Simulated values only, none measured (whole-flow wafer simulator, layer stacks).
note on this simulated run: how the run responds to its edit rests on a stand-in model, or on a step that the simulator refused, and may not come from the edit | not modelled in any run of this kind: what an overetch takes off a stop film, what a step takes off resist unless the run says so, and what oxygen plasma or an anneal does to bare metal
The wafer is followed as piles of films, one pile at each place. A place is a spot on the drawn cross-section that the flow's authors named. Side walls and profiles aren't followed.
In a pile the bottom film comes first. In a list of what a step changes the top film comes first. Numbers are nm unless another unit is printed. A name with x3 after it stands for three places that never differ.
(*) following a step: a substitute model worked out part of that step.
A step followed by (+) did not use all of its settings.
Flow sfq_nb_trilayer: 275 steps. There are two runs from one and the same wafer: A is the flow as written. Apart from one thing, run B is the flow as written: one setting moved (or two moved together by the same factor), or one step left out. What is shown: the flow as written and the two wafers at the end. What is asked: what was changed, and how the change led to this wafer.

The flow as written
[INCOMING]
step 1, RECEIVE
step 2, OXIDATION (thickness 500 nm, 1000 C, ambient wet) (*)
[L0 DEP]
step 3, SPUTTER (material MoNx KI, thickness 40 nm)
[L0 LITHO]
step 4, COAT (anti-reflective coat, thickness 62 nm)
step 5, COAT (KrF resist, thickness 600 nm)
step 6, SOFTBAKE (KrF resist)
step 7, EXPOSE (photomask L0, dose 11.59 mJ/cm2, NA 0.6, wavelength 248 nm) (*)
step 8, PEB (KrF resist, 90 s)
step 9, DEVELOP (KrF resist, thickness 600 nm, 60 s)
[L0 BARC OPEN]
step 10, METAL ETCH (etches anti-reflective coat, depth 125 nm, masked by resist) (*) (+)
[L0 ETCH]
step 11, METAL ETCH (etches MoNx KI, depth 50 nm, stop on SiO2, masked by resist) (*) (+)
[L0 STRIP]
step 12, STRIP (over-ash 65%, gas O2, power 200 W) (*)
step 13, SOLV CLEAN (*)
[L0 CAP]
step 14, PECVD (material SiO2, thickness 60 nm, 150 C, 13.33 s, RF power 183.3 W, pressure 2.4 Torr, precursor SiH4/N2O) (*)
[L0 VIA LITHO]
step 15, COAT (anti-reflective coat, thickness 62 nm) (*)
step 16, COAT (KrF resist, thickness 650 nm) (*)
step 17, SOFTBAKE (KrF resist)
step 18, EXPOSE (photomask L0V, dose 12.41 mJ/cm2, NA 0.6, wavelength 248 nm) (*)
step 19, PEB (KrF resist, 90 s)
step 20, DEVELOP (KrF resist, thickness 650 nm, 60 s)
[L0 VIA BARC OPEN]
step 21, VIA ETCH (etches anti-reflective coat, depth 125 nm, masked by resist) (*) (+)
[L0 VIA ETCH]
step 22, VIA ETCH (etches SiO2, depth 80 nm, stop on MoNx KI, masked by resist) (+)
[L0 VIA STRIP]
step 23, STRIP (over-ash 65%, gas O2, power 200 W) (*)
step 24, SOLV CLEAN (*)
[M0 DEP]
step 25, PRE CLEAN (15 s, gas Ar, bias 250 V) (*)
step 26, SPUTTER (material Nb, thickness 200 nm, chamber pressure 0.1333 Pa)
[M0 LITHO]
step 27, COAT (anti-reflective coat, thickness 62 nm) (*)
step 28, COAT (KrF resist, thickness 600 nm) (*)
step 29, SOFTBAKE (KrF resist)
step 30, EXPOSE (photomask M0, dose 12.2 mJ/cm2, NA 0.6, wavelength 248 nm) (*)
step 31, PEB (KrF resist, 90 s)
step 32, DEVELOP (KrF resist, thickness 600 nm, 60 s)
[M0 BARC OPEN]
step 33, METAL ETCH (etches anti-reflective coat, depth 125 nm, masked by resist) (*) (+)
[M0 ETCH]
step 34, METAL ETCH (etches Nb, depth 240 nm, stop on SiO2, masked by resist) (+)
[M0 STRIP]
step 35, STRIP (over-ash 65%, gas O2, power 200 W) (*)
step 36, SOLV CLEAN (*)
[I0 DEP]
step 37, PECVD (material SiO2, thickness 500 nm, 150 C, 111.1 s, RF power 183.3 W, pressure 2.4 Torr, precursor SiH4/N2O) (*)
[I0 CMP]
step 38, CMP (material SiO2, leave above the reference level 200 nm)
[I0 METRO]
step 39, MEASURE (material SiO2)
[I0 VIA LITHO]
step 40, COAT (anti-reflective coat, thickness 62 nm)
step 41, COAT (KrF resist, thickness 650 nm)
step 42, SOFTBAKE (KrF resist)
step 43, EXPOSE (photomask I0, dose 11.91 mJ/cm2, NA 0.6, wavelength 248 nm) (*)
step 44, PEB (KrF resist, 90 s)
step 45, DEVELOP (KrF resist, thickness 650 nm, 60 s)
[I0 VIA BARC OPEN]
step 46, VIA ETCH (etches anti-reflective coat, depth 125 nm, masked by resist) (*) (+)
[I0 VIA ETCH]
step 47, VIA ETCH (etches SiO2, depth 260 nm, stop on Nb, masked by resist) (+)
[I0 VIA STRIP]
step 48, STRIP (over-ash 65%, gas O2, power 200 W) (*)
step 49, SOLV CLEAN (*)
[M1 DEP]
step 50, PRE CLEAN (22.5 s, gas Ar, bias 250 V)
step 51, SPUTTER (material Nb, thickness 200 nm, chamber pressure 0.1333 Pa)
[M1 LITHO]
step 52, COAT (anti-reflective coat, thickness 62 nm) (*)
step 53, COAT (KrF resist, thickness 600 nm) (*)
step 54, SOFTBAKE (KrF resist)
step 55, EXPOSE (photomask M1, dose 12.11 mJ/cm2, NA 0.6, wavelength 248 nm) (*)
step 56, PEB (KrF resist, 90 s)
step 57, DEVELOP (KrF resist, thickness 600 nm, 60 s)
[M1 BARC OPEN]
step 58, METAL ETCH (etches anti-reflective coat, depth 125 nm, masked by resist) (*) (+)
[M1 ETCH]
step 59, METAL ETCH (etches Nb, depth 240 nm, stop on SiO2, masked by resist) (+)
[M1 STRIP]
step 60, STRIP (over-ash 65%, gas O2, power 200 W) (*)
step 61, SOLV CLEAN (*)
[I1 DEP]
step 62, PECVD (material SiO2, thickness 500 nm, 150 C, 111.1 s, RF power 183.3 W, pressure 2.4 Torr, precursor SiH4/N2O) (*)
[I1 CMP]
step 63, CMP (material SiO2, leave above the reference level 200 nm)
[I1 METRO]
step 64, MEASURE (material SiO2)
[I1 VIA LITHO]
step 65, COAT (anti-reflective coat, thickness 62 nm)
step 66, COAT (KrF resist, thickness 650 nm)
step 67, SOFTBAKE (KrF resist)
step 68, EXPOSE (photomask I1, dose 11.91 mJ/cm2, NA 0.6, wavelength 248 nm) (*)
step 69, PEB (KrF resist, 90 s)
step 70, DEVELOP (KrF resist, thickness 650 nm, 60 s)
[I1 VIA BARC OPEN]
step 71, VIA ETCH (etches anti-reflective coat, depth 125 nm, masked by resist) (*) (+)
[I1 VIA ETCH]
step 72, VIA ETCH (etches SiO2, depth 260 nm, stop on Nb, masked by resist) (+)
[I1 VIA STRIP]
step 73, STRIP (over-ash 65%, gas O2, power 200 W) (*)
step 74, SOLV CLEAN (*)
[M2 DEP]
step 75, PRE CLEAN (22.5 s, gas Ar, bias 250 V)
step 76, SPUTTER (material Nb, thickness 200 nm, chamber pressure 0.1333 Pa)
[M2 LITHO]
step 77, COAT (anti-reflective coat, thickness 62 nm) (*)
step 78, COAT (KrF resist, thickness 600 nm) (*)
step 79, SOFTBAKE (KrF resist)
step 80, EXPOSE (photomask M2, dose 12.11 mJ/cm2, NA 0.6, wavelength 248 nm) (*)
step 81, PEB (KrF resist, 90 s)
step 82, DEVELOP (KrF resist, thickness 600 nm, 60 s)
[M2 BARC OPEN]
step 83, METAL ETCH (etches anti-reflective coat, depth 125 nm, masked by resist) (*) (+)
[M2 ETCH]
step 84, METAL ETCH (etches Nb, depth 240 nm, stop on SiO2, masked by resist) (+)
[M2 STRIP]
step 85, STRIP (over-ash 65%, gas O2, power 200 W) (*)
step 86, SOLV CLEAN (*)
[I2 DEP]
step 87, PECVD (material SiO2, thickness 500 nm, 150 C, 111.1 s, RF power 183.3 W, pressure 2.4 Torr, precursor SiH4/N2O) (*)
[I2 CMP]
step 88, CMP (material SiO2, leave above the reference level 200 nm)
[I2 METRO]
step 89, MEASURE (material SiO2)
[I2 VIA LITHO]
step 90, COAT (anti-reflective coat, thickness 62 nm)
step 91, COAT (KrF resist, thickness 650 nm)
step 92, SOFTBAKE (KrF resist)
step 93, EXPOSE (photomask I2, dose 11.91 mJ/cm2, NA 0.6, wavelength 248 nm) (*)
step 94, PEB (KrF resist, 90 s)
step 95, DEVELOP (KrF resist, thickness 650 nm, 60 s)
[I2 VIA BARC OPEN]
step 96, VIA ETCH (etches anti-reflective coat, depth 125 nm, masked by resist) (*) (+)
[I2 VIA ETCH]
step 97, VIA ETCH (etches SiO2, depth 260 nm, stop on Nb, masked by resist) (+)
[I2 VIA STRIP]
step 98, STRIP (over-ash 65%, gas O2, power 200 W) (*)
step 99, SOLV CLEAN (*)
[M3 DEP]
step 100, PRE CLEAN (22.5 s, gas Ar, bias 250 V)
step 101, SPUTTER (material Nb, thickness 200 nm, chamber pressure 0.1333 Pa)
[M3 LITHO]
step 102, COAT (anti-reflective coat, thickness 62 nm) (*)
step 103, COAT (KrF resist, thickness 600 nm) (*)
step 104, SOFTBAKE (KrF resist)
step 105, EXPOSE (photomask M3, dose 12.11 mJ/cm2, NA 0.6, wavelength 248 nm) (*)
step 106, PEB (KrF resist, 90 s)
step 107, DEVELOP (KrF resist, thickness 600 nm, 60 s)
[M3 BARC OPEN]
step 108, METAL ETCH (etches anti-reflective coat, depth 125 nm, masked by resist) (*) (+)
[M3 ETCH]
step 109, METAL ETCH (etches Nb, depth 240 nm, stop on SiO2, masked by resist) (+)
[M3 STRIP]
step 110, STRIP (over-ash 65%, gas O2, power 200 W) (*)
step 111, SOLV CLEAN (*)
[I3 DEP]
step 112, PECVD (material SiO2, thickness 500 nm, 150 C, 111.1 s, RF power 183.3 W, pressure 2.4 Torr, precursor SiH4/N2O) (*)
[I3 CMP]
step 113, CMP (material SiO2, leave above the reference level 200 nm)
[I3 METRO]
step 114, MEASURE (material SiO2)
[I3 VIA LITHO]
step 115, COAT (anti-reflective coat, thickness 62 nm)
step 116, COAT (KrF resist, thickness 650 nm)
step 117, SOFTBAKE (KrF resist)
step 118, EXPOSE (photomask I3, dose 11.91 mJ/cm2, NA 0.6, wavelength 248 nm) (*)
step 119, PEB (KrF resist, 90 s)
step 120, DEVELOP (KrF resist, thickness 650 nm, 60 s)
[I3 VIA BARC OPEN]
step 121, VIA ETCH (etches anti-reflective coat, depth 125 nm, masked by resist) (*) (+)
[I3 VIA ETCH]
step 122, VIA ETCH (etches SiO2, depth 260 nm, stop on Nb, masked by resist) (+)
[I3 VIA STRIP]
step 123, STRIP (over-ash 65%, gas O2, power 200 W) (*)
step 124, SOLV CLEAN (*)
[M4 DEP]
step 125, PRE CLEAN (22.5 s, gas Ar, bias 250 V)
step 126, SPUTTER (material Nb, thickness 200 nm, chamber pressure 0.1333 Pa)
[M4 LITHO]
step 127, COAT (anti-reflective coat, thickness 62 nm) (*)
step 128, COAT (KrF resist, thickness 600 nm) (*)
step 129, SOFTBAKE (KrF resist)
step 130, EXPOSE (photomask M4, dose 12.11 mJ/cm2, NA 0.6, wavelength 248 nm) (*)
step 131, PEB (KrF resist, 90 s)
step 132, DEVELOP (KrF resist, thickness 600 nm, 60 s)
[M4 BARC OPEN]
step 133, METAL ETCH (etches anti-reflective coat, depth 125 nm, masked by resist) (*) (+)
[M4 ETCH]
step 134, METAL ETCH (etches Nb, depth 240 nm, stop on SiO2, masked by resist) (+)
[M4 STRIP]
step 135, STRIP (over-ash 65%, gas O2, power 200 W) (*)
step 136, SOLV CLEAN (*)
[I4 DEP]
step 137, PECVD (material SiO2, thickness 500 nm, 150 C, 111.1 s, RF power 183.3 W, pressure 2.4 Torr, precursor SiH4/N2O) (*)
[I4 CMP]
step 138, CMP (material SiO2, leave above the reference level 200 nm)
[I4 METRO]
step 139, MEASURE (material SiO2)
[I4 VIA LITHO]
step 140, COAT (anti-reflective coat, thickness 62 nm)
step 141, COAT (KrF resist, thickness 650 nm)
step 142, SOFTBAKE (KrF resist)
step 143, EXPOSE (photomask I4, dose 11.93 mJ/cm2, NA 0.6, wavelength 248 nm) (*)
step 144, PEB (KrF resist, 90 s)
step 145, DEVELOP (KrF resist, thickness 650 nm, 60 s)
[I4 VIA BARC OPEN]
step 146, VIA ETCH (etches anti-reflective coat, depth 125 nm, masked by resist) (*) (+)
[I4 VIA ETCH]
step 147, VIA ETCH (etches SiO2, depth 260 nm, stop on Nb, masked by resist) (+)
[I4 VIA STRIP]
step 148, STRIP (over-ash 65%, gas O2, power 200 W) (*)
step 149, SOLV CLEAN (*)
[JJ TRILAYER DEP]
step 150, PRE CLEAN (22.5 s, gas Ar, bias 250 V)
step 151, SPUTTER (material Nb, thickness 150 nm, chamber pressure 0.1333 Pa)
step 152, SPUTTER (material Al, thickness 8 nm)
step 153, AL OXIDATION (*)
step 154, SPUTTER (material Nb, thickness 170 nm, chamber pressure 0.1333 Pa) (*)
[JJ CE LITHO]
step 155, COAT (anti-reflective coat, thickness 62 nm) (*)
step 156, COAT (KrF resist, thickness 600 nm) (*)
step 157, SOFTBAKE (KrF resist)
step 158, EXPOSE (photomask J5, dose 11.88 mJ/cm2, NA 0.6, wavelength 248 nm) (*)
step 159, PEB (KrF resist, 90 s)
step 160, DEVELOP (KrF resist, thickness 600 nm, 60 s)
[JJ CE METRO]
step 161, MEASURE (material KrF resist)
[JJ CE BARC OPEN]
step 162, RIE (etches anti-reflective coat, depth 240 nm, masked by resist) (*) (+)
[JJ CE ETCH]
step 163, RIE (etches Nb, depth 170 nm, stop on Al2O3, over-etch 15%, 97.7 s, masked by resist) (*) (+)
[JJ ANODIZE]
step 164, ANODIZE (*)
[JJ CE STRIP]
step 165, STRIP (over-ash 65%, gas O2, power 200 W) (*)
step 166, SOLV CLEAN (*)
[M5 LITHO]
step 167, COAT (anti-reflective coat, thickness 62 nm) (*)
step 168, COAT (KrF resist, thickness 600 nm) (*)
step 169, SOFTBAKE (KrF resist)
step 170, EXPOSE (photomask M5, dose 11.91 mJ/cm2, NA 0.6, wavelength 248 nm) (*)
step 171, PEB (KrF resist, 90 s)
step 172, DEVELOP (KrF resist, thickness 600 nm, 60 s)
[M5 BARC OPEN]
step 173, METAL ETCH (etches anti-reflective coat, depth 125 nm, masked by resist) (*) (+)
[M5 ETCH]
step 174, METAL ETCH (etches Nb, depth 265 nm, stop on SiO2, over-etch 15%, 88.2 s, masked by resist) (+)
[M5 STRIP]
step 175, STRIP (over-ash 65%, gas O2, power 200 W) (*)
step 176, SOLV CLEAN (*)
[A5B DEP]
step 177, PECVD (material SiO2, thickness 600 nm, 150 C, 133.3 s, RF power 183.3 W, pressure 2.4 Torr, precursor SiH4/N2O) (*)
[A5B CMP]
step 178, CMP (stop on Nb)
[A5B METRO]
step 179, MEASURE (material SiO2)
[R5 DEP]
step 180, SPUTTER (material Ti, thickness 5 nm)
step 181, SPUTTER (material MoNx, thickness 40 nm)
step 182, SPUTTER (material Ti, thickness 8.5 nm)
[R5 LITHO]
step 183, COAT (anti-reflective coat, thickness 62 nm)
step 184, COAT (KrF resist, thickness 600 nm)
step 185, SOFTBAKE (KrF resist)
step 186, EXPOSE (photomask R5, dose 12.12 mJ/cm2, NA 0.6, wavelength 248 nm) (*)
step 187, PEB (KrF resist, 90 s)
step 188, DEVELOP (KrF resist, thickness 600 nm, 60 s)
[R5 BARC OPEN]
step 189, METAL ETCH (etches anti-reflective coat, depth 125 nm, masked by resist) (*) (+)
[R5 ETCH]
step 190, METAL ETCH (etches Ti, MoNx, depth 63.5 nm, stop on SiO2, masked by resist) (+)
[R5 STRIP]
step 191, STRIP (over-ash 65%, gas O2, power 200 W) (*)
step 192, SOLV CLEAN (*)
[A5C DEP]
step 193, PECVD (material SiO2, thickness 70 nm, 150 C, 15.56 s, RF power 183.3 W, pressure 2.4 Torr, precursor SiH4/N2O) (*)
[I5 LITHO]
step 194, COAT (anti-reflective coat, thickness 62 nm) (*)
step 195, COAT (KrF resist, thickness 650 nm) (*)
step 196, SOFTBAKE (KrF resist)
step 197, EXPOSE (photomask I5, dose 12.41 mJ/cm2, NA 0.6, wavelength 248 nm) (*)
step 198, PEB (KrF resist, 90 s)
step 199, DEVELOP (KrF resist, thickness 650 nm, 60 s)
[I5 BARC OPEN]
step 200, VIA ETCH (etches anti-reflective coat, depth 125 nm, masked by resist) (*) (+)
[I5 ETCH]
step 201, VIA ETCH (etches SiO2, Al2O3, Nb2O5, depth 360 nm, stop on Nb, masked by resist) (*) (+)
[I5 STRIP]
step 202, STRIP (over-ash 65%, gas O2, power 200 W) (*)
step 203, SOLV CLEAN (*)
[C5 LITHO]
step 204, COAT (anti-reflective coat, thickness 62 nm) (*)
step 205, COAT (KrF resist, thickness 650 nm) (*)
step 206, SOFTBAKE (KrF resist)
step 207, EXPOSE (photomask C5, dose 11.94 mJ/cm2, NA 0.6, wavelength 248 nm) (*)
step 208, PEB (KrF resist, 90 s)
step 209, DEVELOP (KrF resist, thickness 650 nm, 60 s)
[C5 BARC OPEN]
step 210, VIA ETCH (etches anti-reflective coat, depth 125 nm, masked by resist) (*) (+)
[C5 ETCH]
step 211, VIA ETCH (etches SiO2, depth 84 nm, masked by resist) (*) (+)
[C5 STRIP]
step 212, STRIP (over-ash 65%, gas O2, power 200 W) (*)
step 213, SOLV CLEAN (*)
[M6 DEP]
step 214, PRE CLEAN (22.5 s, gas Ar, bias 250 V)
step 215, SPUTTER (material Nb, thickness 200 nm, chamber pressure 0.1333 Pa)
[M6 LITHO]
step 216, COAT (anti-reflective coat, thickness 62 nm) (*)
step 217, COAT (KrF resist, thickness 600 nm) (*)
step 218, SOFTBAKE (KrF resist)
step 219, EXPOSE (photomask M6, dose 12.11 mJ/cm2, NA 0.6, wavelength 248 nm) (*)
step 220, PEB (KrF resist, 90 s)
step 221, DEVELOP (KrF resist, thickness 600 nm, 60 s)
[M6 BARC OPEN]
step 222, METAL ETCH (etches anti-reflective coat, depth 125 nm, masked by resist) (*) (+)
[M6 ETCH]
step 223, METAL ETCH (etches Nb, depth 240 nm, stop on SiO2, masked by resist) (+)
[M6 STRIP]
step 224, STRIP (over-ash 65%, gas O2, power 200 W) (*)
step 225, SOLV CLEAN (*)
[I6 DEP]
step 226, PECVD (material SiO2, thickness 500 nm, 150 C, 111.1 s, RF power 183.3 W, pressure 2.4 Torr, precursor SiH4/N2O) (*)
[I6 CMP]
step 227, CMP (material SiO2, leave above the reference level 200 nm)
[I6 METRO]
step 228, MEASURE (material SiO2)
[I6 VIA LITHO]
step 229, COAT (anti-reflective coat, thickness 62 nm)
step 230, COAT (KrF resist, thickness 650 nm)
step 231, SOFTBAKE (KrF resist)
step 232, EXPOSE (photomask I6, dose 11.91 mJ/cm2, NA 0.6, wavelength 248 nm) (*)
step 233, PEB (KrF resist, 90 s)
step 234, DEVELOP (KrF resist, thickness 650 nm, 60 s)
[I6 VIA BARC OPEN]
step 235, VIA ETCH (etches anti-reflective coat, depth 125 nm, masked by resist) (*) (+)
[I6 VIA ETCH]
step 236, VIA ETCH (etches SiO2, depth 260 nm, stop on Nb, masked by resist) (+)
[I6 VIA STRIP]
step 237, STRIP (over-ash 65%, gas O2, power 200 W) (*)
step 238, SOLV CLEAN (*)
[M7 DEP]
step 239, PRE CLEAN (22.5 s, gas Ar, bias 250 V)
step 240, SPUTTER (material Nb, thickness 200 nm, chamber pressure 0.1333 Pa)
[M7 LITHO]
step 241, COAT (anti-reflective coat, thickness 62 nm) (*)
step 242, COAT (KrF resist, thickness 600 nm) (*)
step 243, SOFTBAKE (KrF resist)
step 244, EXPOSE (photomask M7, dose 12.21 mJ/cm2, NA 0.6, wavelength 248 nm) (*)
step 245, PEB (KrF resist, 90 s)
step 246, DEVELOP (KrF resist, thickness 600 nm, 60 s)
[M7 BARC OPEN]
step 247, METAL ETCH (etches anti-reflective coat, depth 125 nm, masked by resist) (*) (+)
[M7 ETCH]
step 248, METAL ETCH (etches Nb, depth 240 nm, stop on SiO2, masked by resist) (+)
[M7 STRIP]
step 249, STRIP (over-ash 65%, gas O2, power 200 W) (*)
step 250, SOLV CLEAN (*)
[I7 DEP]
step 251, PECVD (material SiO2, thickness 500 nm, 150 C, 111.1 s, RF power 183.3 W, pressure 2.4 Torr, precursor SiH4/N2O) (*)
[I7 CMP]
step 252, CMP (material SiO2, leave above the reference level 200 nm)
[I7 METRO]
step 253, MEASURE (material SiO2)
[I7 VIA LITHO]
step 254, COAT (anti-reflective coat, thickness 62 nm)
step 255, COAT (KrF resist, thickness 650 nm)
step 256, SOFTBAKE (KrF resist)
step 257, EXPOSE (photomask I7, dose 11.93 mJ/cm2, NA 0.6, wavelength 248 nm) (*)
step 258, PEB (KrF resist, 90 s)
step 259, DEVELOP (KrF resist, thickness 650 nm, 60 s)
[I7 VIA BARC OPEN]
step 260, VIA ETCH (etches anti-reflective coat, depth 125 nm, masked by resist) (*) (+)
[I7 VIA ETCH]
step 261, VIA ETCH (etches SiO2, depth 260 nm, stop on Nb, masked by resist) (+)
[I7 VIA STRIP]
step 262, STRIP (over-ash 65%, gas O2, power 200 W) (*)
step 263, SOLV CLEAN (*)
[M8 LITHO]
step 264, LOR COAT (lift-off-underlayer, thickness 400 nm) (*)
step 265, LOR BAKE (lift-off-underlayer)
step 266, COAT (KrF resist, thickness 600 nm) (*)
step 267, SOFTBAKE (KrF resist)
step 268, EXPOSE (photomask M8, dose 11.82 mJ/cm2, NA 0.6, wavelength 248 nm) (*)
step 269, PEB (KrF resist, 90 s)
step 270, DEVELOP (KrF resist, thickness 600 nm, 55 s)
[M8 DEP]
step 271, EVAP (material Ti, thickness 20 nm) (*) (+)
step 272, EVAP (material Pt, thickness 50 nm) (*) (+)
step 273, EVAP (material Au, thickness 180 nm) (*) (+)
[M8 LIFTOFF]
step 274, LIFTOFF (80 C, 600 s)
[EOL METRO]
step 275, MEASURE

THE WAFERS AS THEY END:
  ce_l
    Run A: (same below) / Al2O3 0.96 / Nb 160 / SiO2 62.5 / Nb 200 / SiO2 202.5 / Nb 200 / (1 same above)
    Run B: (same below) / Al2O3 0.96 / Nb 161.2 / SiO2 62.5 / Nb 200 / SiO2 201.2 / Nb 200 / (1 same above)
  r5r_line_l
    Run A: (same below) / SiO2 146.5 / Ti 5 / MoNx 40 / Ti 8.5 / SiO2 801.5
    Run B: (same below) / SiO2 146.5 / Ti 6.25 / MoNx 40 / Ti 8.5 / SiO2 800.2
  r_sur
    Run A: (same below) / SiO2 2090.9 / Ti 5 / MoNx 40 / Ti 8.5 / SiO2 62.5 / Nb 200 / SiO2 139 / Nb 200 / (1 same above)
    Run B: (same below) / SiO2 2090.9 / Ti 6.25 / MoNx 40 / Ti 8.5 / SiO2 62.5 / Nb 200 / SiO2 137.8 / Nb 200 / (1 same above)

Cause: step 180, SPUTTER: thickness 6.25 nm was run, though the flow has thickness 5 nm.
The wafer itself shows it: r5r_line_l has Ti 6.25, and step 180 as written asks for 5 nm.

Step by step, how the change led to this:
  step 180, SPUTTER (material Ti, thickness 5 nm)
      field_l, v_sur, via_wl and 103 more: A +5 Ti (new film) | B +6.25 Ti (new film)
  step 190, METAL ETCH (etches Ti, MoNx, depth 63.5 nm, stop on SiO2, masked by resist) (+)
      field_l, v_sur, via_wl and 92 more: A -8.5 Ti (all of it), -40 MoNx (all of it), -5 Ti (all of it) | B -8.5 Ti (all of it), -40 MoNx (all of it), -6.25 Ti (all of it)
      ce_l, c5j, ce_r, wl_jj: A -8.5 Ti (all of it), -40 MoNx (all of it), -5 Ti (all of it), -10 Nb | B -8.5 Ti (all of it), -40 MoNx (all of it), -6.25 Ti (all of it), -8.75 Nb
